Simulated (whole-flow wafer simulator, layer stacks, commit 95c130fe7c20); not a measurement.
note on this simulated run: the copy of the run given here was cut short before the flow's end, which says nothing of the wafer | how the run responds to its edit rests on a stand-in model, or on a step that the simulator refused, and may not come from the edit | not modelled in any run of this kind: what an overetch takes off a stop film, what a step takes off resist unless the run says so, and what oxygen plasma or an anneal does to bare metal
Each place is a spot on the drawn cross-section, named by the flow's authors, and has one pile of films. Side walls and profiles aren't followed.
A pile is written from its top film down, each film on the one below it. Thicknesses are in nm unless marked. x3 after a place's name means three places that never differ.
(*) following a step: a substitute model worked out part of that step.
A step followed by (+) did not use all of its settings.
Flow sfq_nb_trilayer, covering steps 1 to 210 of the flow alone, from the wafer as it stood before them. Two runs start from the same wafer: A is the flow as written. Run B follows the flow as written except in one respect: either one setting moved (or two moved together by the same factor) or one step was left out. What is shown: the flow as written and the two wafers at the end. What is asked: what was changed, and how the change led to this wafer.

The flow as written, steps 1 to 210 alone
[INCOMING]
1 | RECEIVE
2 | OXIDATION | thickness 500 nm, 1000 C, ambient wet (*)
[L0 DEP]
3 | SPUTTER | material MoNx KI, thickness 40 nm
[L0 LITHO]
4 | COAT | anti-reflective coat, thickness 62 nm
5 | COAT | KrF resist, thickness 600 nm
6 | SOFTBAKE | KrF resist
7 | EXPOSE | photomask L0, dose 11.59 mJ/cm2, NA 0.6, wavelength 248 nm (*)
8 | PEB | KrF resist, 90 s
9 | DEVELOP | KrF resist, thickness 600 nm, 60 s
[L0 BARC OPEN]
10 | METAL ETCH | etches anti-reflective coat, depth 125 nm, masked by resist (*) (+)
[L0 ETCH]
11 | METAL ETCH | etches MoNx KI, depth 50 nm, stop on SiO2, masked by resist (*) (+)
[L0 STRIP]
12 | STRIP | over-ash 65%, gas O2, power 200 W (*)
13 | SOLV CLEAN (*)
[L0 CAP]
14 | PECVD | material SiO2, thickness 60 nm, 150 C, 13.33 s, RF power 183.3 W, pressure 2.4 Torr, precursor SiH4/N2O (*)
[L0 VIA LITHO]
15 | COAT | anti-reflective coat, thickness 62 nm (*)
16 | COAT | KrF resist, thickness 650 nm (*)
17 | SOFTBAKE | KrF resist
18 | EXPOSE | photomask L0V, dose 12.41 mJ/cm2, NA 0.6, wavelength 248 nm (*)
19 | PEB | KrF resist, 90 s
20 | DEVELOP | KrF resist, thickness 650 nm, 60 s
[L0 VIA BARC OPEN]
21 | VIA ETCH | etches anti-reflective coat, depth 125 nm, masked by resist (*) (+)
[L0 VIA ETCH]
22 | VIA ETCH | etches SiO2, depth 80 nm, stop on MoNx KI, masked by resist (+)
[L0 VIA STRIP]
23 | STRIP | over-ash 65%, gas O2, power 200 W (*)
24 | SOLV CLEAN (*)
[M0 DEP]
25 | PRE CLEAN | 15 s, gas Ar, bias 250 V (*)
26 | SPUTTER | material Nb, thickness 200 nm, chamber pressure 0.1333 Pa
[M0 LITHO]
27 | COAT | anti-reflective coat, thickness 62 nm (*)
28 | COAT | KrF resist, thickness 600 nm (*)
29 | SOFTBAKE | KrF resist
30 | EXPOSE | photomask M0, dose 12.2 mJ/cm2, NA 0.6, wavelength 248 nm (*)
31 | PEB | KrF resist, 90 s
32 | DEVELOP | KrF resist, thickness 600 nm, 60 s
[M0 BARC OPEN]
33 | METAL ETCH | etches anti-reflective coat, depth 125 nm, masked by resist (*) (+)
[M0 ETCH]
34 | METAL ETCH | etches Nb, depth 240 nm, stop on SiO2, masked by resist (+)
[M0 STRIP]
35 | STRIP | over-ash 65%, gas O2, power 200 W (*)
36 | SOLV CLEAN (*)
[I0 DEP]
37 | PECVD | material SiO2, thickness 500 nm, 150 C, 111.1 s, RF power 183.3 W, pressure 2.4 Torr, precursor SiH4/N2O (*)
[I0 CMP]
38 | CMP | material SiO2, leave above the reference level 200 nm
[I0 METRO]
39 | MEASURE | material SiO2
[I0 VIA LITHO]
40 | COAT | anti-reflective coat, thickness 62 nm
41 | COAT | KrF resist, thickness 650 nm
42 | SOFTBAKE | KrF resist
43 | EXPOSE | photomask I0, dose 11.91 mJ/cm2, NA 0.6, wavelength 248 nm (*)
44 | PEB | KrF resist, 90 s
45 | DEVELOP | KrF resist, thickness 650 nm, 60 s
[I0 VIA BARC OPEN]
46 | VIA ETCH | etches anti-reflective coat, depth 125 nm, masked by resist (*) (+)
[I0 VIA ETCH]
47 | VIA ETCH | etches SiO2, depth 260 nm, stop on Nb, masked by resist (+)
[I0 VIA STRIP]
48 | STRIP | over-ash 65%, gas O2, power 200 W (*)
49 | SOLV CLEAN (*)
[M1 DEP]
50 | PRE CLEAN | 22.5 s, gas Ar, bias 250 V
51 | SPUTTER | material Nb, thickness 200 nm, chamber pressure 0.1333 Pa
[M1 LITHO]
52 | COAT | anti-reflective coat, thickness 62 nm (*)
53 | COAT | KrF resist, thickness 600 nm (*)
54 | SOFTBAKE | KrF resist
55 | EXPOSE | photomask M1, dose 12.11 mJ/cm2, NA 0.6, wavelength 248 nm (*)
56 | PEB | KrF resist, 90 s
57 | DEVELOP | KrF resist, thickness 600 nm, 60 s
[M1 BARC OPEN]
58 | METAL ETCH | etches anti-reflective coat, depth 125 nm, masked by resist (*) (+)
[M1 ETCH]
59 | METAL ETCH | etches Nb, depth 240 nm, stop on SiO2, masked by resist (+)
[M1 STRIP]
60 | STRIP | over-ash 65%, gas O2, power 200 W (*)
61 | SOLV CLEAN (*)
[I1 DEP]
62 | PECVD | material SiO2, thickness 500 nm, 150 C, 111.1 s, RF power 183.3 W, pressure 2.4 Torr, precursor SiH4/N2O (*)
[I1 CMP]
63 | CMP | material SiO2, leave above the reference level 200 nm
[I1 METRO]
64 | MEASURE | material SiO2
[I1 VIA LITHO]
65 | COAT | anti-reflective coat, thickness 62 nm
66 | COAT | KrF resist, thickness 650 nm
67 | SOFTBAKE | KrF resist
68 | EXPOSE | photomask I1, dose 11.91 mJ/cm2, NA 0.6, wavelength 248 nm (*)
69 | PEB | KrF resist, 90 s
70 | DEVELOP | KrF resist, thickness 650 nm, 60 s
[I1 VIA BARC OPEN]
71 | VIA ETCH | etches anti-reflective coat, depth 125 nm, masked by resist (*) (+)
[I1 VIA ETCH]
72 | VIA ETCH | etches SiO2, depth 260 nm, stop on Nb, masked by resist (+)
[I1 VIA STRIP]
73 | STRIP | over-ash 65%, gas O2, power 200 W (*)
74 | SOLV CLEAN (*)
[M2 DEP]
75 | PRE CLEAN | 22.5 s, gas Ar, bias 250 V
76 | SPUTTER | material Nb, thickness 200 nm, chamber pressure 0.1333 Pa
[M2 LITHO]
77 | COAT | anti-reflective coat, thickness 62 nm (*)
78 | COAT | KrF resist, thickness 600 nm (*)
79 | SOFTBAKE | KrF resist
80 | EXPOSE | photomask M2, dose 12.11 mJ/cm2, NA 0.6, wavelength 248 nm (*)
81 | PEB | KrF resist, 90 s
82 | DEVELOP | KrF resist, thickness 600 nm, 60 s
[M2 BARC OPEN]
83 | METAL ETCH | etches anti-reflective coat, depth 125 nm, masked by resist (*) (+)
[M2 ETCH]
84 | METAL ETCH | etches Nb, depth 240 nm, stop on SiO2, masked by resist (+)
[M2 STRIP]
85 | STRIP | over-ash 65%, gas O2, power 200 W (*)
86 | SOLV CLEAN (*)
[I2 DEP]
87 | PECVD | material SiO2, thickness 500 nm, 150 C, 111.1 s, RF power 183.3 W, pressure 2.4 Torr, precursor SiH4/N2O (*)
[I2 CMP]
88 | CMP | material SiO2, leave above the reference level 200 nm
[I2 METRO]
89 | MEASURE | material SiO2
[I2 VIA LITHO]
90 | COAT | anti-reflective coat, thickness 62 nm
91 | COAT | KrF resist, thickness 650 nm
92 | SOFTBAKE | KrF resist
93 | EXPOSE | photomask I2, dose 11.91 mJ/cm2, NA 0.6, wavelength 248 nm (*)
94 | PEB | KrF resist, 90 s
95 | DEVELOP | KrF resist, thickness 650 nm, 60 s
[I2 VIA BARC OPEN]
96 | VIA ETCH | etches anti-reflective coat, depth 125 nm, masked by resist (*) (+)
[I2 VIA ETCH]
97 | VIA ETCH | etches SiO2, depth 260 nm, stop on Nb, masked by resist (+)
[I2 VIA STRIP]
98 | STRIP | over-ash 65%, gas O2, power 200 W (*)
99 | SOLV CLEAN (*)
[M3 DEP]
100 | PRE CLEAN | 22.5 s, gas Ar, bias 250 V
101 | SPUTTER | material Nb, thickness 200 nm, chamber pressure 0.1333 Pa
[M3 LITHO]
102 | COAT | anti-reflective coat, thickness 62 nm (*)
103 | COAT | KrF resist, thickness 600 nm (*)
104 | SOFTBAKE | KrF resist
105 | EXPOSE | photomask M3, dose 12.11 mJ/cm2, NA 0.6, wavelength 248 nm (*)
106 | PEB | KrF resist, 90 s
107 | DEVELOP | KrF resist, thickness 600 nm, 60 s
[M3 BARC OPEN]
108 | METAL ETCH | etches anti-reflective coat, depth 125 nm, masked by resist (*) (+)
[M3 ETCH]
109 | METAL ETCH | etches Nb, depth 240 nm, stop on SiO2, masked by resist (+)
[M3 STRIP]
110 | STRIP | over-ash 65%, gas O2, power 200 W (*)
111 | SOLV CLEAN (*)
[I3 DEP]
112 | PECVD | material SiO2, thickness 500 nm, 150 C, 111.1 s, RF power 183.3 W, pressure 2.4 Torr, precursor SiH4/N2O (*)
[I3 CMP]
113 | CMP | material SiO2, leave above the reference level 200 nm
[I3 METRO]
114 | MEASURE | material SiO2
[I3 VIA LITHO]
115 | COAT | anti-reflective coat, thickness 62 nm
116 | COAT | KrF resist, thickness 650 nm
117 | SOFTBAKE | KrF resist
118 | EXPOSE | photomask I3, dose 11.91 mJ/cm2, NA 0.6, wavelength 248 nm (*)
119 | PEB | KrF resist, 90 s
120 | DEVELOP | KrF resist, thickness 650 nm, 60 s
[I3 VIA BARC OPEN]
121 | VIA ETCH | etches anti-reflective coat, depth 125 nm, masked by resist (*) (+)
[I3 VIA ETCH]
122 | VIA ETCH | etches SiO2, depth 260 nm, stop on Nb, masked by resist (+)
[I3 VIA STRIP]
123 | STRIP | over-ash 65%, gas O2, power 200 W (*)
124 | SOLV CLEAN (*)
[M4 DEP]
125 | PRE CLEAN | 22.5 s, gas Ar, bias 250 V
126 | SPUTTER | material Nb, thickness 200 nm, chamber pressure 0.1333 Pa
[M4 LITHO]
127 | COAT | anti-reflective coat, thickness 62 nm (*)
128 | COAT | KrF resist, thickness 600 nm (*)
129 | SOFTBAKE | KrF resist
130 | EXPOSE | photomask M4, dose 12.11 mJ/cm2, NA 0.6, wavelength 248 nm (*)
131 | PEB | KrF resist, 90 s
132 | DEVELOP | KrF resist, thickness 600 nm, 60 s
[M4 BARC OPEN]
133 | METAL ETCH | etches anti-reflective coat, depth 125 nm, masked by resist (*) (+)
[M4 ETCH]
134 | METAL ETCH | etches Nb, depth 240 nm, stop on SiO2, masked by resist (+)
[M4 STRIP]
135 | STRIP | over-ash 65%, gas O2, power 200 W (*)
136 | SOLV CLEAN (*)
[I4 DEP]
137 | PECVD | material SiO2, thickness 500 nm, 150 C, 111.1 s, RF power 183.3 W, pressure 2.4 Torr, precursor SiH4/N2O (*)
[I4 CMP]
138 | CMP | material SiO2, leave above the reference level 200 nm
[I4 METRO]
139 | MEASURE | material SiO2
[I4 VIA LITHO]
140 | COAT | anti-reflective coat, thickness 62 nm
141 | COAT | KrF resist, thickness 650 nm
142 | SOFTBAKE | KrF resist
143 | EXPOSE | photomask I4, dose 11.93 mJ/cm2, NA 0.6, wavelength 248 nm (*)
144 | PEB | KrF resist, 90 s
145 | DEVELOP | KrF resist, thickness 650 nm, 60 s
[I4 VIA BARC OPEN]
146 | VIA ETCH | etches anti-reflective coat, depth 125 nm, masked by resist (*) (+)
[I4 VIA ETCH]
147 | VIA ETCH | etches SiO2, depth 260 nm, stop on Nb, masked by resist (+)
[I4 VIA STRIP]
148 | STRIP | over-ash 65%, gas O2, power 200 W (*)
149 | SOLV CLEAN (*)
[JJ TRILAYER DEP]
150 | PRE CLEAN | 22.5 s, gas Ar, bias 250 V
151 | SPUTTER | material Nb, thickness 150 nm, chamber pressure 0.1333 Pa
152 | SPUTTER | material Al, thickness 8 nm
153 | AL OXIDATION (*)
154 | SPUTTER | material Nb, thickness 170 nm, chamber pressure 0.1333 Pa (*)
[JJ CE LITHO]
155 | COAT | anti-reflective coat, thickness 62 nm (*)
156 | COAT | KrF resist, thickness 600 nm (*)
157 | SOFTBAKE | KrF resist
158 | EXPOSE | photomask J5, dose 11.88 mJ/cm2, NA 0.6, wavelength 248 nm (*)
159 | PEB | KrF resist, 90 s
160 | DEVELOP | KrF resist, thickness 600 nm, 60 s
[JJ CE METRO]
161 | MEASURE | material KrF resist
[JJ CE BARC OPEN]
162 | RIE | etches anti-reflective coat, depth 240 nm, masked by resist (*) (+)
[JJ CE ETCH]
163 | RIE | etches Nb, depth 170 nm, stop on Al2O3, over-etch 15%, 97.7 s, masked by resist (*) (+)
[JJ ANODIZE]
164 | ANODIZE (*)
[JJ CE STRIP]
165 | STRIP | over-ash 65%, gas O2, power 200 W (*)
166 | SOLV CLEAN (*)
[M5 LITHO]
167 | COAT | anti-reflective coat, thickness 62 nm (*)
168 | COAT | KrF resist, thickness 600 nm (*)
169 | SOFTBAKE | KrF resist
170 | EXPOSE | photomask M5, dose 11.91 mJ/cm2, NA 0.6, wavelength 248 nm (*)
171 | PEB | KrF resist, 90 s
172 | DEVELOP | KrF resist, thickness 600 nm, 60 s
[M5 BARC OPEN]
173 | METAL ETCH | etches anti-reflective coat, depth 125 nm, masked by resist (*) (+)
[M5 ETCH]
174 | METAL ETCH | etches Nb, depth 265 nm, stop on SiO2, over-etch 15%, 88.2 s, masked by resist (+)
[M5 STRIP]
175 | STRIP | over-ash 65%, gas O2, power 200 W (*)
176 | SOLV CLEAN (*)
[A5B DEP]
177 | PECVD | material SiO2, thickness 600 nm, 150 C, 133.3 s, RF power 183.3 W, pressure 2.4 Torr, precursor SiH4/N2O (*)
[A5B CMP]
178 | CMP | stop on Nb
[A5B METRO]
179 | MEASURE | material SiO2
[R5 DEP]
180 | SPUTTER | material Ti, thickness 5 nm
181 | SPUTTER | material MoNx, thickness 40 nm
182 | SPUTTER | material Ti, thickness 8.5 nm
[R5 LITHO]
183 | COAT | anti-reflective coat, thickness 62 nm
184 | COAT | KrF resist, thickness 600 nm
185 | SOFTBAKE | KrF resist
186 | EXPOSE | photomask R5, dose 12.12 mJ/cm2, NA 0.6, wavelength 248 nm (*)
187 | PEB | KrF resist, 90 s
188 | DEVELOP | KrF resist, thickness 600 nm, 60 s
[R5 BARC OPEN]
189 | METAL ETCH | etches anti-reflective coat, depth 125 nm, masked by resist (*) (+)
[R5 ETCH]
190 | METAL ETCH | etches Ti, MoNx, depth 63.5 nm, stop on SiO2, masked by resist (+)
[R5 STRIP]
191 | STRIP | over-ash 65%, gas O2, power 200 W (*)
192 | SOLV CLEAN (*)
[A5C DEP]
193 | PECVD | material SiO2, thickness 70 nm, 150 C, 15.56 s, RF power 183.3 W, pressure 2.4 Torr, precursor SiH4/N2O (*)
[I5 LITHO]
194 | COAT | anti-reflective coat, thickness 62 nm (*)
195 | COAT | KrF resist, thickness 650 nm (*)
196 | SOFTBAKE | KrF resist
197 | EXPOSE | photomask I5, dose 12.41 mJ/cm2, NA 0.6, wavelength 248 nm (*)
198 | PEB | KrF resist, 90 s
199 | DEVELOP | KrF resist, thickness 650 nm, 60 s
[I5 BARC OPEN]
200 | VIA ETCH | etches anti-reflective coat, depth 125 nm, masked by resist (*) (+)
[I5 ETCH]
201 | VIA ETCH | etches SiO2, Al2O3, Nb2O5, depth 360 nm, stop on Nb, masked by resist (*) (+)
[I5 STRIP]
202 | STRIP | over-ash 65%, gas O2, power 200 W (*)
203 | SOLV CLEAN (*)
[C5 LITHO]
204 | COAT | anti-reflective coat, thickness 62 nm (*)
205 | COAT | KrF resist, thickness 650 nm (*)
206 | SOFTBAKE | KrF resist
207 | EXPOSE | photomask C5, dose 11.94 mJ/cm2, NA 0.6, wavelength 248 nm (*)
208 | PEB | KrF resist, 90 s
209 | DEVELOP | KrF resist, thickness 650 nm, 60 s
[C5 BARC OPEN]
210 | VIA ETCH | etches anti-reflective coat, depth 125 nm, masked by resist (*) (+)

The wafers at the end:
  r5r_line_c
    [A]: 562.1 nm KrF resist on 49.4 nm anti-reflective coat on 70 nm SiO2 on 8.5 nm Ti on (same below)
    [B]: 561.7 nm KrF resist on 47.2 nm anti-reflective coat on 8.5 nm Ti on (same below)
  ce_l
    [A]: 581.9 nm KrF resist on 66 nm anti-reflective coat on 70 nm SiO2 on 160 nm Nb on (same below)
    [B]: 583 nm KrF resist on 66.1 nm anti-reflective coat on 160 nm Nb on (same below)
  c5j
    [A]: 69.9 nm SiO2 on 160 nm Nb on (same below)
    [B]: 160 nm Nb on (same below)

The reason: step 193, PECVD: material SiO2, thickness 70 nm, 150 C, 15.56 s, RF power 183.3 W, pressure 2.4 Torr, precursor SiH4/N2O (*), was skipped.

Step by step, how the change led to this:
  194 | COAT | anti-reflective coat, thickness 62 nm (*)
      r5r_spacepad_l, r5r_spacepad_r: A anti-reflective coat gains 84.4 (new film) | B anti-reflective coat gains 81.3 (new film)
      r5r_line_c, r5r_line_r: A anti-reflective coat gains 49.4 (new film) | B anti-reflective coat gains 47.2 (new film)
      (as well as at 2 more places)
  201 | VIA ETCH | etches SiO2, Al2O3, Nb2O5, depth 360 nm, stop on Nb, masked by resist (*) (+)
      be: A SiO2 loses 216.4 (all of it), Al2O3 loses 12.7 (all of it), Nb2O5 loses 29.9 (all of it) | B SiO2 loses 146.4 (all of it), Al2O3 loses 12.7 (all of it), Nb2O5 loses 29.9 (all of it)
  202 | STRIP | over-ash 65%, gas O2, power 200 W (*)
      r5r_spacepad_l, r5r_spacepad_r: A KrF resist loses 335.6 (all of it), anti-reflective coat loses 84.4 (all of it) | B KrF resist loses 336.1 (all of it), anti-reflective coat loses 81.3 (all of it)
      r5r_line_c, r5r_line_r: A KrF resist loses 317.5 (all of it), anti-reflective coat loses 49.4 (all of it) | B KrF resist loses 317.2 (all of it), anti-reflective coat loses 47.2 (all of it)
      (as well as at 2 more places)
  204 | COAT | anti-reflective coat, thickness 62 nm (*)
      r5r_spacepad_l, r5r_spacepad_r: A anti-reflective coat gains 84.4 (new film) | B anti-reflective coat gains 81.3 (new film)
      r5r_line_c, r5r_line_r: A anti-reflective coat gains 49.4 (new film) | B anti-reflective coat gains 47.2 (new film)
      (as well as at 5 more places)
  205 | COAT | KrF resist, thickness 650 nm (*)
      be: A KrF resist gains 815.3 (new film) | B KrF resist gains 765.2 (new film)
